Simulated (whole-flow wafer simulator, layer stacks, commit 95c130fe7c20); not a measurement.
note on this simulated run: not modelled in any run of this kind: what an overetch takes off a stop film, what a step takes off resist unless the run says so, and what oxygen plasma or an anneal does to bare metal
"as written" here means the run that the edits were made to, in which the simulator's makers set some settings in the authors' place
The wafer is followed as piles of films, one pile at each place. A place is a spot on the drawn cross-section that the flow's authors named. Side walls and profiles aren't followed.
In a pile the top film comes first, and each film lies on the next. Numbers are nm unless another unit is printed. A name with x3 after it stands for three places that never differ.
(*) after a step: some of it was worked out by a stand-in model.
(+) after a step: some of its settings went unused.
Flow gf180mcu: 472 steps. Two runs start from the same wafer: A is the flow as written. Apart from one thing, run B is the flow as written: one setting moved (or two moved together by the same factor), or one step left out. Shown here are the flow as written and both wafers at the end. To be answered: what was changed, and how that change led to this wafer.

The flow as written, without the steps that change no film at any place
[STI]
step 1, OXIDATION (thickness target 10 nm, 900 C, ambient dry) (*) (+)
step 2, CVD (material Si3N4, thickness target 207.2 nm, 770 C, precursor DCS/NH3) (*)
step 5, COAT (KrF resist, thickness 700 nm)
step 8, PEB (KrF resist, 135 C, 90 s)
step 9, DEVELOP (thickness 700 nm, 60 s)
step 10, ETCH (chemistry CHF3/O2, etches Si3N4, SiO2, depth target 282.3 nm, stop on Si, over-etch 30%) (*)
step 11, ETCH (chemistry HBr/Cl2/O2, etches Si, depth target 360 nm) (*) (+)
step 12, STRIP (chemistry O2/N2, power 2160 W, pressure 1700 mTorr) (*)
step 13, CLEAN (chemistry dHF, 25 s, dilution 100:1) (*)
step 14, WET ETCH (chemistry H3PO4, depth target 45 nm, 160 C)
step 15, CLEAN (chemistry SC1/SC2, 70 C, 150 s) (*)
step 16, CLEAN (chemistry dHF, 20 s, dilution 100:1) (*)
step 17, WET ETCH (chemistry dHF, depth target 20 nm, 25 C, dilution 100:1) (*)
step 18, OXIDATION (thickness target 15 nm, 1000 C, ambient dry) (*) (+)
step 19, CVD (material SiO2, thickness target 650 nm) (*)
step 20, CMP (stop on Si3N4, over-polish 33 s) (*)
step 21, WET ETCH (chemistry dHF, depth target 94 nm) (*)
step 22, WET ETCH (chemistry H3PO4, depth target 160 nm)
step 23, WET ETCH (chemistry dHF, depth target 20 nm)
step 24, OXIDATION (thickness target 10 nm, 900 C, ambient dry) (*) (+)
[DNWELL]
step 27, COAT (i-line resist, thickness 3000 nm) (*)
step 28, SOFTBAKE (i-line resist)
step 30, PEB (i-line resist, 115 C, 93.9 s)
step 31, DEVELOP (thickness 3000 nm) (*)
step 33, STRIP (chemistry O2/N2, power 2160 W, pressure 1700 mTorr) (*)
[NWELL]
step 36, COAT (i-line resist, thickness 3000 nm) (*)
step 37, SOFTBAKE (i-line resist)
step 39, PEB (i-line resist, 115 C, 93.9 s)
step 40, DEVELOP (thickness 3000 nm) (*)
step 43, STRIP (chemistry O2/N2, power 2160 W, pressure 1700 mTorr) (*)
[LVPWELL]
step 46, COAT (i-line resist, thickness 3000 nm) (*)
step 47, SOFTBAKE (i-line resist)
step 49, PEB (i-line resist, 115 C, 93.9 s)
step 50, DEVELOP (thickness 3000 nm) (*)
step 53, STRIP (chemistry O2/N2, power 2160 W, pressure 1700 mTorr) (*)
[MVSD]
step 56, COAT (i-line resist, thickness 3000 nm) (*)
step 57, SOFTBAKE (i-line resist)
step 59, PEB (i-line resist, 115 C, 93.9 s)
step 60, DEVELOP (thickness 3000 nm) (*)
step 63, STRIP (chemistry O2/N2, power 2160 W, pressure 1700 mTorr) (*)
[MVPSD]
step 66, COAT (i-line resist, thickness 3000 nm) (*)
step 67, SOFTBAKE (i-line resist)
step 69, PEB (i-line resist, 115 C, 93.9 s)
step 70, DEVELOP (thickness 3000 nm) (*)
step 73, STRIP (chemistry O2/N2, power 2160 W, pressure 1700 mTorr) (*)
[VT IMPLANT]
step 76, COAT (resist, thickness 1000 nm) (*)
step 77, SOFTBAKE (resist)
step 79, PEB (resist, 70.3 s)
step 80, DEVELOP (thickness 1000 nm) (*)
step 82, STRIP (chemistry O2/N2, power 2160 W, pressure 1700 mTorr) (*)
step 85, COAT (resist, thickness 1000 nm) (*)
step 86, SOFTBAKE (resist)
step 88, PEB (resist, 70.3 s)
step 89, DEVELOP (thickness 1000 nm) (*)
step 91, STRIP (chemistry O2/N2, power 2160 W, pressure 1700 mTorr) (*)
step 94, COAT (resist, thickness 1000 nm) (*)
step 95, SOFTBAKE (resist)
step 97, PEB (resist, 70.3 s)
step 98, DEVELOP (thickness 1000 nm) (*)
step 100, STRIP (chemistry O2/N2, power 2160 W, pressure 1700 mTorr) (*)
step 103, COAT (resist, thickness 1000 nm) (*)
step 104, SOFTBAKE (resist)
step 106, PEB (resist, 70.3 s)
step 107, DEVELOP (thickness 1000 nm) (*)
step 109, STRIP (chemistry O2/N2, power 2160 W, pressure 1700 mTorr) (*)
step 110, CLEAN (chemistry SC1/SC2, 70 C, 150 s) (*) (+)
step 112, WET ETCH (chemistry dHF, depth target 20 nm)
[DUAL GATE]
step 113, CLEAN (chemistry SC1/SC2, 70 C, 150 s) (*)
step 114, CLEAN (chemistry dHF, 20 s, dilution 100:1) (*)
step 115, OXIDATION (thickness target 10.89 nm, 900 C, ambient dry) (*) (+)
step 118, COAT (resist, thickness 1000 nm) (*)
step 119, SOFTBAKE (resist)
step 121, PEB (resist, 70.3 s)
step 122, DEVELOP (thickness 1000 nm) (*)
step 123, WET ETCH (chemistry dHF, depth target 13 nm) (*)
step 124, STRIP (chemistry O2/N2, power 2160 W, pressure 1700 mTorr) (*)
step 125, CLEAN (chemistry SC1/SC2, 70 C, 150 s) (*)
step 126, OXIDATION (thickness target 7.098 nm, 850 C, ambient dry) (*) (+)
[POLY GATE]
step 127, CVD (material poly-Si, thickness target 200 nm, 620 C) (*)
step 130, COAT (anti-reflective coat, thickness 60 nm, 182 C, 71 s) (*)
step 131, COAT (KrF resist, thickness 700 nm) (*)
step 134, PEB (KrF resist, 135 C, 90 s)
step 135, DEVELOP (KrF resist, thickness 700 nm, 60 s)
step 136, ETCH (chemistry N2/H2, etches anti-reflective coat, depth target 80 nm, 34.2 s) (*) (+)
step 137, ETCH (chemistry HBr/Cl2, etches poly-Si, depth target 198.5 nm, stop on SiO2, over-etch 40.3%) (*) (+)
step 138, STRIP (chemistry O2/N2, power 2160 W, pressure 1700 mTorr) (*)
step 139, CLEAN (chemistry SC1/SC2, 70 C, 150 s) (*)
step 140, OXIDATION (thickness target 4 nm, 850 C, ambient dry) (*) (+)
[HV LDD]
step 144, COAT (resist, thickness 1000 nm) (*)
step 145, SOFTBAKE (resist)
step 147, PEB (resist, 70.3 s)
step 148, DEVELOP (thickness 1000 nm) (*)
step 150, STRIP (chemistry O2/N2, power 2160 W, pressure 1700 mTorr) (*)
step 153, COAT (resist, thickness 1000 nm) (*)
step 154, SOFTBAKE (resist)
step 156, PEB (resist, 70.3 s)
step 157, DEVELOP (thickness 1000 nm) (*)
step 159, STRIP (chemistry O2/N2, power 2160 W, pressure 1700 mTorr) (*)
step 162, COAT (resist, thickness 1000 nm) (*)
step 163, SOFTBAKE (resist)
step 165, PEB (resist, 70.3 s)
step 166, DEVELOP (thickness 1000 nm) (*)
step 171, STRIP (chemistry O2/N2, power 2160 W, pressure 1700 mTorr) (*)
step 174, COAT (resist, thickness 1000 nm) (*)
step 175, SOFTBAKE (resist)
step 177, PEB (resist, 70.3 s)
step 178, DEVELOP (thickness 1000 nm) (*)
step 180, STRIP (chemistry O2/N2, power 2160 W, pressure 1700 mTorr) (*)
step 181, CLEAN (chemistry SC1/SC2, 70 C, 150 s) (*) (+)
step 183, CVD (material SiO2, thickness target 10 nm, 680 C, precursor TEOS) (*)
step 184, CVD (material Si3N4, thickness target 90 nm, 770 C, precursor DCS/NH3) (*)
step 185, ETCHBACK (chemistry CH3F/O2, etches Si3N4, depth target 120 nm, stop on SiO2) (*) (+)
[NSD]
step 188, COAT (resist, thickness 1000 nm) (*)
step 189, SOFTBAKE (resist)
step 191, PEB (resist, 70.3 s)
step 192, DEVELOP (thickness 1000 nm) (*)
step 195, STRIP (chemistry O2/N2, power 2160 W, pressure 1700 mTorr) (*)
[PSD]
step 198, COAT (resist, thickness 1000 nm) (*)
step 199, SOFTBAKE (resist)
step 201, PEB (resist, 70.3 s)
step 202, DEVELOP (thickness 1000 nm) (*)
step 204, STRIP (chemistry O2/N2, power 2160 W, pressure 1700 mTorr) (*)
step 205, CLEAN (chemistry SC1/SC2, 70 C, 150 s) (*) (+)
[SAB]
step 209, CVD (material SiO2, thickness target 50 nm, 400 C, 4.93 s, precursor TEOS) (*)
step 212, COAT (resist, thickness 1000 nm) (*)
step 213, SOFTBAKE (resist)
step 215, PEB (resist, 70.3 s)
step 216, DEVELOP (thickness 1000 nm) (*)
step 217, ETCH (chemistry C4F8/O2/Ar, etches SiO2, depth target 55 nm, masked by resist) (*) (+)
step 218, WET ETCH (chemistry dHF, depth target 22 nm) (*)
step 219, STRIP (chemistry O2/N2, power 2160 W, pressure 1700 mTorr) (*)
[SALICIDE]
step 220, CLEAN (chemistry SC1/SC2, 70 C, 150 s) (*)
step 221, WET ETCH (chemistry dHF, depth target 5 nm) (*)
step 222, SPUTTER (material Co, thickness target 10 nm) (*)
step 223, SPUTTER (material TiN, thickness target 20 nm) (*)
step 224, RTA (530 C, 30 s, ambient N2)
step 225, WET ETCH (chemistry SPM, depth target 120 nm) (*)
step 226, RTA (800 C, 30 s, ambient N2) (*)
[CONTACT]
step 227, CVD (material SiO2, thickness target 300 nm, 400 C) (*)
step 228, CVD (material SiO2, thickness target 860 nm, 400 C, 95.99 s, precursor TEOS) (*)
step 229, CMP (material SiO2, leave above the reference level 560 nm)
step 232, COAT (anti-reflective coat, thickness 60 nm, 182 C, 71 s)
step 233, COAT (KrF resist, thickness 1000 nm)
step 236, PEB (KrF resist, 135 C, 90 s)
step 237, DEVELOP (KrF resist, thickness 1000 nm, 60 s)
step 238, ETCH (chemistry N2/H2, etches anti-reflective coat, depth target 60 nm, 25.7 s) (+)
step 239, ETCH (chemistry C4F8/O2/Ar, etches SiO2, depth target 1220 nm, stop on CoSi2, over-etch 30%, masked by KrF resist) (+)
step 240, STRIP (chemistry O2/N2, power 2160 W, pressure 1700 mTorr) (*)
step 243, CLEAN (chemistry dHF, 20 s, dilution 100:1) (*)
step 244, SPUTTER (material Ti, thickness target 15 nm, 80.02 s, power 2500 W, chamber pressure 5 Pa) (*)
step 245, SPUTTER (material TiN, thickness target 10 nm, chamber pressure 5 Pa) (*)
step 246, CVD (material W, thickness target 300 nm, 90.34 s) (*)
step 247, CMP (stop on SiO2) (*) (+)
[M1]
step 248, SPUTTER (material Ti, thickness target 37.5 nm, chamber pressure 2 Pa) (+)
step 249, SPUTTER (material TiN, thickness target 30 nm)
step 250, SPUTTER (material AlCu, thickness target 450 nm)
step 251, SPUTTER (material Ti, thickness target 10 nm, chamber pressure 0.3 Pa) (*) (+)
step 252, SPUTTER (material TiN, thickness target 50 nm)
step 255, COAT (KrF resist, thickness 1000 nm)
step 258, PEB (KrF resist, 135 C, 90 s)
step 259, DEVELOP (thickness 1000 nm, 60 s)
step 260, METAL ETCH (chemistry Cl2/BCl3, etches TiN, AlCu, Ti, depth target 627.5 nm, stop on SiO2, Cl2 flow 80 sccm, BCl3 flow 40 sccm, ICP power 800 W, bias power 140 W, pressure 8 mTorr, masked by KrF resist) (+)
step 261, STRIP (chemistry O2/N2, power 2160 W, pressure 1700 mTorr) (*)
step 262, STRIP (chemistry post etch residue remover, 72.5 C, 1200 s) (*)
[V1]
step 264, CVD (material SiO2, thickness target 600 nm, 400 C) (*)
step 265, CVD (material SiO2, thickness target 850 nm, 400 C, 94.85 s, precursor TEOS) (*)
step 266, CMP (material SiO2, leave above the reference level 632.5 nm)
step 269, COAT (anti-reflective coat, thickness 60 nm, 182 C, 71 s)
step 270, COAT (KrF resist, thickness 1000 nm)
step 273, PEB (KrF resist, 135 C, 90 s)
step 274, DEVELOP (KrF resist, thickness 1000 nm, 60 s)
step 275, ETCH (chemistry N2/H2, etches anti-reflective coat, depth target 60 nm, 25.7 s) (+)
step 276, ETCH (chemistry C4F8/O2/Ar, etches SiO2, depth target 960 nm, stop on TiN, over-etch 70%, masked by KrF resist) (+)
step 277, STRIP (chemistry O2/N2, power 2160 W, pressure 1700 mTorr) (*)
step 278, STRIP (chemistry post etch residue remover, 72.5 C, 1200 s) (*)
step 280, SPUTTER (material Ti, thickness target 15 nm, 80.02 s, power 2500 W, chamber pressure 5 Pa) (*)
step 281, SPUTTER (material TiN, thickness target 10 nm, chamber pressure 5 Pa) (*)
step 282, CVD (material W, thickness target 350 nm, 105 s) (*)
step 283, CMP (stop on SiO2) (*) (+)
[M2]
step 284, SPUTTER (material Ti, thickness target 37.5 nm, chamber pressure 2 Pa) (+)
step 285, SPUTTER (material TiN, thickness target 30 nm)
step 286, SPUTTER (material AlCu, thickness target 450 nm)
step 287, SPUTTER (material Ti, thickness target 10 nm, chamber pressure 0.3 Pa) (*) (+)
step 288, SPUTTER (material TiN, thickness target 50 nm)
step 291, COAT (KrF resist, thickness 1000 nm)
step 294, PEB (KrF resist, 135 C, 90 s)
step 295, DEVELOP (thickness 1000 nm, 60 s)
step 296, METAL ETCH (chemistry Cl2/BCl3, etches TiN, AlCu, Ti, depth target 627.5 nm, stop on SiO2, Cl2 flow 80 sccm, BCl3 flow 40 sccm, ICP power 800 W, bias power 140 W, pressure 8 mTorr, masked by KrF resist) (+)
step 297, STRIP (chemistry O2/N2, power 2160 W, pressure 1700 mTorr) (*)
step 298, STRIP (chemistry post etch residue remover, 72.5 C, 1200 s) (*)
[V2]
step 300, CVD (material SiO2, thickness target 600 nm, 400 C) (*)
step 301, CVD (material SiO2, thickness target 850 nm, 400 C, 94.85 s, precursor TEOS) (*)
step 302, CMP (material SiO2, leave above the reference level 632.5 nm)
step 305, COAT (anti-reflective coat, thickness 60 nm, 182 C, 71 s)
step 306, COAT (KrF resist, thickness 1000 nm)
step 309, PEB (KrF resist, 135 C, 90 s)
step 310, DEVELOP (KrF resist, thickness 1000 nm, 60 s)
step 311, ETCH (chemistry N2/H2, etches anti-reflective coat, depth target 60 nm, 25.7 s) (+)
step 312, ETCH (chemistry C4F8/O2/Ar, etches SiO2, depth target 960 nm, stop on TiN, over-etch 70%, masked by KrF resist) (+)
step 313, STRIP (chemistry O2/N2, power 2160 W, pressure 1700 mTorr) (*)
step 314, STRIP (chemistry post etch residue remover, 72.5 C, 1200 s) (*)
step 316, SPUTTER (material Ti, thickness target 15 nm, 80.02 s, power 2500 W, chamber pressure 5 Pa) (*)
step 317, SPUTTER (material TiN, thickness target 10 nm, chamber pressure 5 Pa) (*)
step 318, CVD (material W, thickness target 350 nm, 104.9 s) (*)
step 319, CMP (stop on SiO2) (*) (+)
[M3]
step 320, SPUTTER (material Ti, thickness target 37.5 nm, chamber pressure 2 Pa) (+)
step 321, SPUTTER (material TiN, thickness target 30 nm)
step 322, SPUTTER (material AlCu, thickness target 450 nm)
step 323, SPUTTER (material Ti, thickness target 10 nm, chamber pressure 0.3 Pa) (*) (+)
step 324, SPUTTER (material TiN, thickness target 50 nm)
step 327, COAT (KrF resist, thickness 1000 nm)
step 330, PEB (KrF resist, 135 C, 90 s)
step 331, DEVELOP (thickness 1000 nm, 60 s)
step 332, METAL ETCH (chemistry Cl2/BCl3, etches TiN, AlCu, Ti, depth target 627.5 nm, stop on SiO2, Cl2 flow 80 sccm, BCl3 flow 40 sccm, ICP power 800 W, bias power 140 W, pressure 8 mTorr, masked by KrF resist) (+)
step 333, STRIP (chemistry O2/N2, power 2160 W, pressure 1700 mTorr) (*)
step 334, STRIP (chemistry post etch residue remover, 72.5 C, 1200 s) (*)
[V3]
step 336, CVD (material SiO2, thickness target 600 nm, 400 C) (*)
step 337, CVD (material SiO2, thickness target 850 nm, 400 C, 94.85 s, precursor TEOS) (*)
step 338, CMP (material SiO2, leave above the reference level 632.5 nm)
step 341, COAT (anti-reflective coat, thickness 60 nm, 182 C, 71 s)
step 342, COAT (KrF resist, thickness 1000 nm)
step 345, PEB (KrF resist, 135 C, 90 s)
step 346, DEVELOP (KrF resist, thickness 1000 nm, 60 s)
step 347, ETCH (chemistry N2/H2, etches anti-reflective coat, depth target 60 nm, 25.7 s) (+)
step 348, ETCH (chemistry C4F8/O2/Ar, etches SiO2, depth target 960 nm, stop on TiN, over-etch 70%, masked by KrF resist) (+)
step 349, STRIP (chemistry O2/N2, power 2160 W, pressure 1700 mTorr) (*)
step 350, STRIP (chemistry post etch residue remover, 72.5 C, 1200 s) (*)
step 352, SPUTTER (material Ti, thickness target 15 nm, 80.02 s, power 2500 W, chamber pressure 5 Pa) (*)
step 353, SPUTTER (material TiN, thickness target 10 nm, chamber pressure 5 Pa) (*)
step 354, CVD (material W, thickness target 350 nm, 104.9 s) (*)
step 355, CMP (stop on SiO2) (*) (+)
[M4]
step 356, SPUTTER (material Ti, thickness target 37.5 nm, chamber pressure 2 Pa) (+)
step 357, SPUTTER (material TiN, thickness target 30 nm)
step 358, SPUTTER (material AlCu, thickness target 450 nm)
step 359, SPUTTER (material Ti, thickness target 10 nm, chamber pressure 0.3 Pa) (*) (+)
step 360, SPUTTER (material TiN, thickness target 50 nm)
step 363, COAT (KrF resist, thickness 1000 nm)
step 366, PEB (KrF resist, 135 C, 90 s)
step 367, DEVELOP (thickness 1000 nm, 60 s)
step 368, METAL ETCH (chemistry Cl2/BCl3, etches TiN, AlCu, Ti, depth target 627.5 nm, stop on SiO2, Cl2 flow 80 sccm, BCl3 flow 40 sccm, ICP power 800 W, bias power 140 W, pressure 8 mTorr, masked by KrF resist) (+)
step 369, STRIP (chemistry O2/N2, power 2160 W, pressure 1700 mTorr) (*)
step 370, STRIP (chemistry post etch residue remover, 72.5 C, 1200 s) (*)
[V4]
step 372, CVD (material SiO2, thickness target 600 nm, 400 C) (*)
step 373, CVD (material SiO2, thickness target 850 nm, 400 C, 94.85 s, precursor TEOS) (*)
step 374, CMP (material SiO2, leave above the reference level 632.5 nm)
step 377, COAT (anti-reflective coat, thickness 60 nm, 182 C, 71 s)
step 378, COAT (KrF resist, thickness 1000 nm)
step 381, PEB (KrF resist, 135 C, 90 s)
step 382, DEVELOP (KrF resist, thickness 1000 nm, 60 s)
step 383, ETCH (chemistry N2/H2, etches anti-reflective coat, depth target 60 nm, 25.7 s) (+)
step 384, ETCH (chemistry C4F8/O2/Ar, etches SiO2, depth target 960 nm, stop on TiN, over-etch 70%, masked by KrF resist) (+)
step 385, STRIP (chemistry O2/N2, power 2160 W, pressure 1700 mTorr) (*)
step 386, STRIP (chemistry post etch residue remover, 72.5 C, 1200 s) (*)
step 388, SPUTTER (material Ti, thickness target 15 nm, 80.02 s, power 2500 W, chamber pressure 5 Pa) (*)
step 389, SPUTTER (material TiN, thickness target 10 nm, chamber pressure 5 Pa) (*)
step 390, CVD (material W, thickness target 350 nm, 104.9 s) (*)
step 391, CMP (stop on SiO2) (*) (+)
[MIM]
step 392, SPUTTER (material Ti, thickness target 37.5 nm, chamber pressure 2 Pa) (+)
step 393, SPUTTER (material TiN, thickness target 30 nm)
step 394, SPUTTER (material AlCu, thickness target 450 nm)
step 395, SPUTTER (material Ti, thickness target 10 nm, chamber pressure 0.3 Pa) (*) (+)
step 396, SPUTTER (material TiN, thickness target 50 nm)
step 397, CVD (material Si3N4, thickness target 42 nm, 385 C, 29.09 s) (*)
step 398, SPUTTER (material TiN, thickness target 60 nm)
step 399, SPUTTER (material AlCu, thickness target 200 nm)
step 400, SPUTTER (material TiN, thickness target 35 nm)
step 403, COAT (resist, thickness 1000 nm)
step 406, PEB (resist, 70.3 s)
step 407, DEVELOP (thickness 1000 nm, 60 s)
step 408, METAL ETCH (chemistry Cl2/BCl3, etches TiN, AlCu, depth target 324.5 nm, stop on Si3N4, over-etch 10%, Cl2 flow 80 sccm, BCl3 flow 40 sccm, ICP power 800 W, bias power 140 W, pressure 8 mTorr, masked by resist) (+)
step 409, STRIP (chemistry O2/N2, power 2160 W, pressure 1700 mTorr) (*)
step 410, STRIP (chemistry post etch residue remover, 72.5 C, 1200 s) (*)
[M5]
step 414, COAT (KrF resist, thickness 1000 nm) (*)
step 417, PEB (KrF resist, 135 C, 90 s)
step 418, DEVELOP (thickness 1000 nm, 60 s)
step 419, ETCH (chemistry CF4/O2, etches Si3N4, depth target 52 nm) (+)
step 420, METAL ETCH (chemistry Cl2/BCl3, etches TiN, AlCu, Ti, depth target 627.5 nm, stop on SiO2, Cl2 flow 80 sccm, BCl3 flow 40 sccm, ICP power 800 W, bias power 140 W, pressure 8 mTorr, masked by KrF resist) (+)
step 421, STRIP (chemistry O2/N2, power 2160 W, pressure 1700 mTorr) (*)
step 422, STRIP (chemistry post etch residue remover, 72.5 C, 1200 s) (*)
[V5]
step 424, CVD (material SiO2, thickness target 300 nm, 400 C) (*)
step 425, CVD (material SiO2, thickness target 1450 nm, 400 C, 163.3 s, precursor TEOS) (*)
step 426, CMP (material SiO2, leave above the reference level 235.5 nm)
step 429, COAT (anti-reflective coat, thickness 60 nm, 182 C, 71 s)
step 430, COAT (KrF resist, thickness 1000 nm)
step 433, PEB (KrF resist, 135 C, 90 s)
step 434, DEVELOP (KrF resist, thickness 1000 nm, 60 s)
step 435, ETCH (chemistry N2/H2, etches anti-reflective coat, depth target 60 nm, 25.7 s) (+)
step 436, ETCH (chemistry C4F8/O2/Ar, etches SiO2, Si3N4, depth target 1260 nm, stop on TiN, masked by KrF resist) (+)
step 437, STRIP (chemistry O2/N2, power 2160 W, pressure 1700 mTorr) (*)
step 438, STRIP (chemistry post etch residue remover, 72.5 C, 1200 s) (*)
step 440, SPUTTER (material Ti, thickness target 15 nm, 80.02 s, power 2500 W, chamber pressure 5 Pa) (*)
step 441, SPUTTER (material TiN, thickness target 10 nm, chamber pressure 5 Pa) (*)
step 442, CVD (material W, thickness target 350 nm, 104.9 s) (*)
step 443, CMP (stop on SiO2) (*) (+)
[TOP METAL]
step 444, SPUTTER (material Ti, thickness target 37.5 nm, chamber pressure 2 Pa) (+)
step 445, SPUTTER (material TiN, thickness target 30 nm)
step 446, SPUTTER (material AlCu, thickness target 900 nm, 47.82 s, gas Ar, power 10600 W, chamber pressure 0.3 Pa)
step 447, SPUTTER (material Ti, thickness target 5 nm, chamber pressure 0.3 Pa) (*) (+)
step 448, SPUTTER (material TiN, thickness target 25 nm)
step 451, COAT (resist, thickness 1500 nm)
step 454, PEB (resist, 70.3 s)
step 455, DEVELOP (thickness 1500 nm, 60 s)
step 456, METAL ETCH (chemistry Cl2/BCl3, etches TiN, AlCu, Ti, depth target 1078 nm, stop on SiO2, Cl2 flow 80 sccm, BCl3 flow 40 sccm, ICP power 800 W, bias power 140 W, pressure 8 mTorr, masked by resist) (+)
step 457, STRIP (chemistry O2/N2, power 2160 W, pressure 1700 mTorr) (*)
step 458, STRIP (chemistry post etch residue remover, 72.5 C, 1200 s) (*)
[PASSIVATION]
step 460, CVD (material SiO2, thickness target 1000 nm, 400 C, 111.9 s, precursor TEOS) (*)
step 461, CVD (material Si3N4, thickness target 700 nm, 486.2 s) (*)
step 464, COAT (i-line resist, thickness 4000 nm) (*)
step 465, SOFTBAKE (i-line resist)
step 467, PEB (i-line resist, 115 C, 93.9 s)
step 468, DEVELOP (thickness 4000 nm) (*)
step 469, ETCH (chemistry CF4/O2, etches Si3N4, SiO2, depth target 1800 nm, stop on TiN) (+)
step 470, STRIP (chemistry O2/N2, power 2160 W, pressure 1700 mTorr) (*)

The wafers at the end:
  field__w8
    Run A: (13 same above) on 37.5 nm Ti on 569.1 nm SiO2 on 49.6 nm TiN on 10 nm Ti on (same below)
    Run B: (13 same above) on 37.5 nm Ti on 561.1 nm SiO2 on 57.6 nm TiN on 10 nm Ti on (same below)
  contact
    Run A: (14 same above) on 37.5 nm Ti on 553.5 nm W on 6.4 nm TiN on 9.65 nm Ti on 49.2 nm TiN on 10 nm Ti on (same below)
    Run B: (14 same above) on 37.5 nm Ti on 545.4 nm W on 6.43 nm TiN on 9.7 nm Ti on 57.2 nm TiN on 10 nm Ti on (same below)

What caused this: step 360, SPUTTER: thickness target 58 nm was run, though the flow has thickness target 50 nm.

How this came from the change, step by step:
  step 360, SPUTTER (material TiN, thickness target 50 nm)
      field, field__w1, field__w2 and 108 more: A TiN gains 50 (new film) | B TiN gains 58 (new film)
  step 368, METAL ETCH (chemistry Cl2/BCl3, etches TiN, AlCu, Ti, depth target 627.5 nm, stop on SiO2, Cl2 flow 80 sccm, BCl3 flow 40 sccm, ICP power 800 W, bias power 140 W, pressure 8 mTorr, masked by KrF resist) (+)
      field, field__w1, field__w2 and 103 more: A TiN loses 50 (all of it), Ti loses 10 (all of it), AlCu loses 450 (all of it), TiN loses 30 (all of it), Ti loses 37.5 (all of it) | B TiN loses 58 (all of it), Ti loses 10 (all of it), AlCu loses 450 (all of it), TiN loses 30 (all of it), Ti loses 37.5 (all of it)
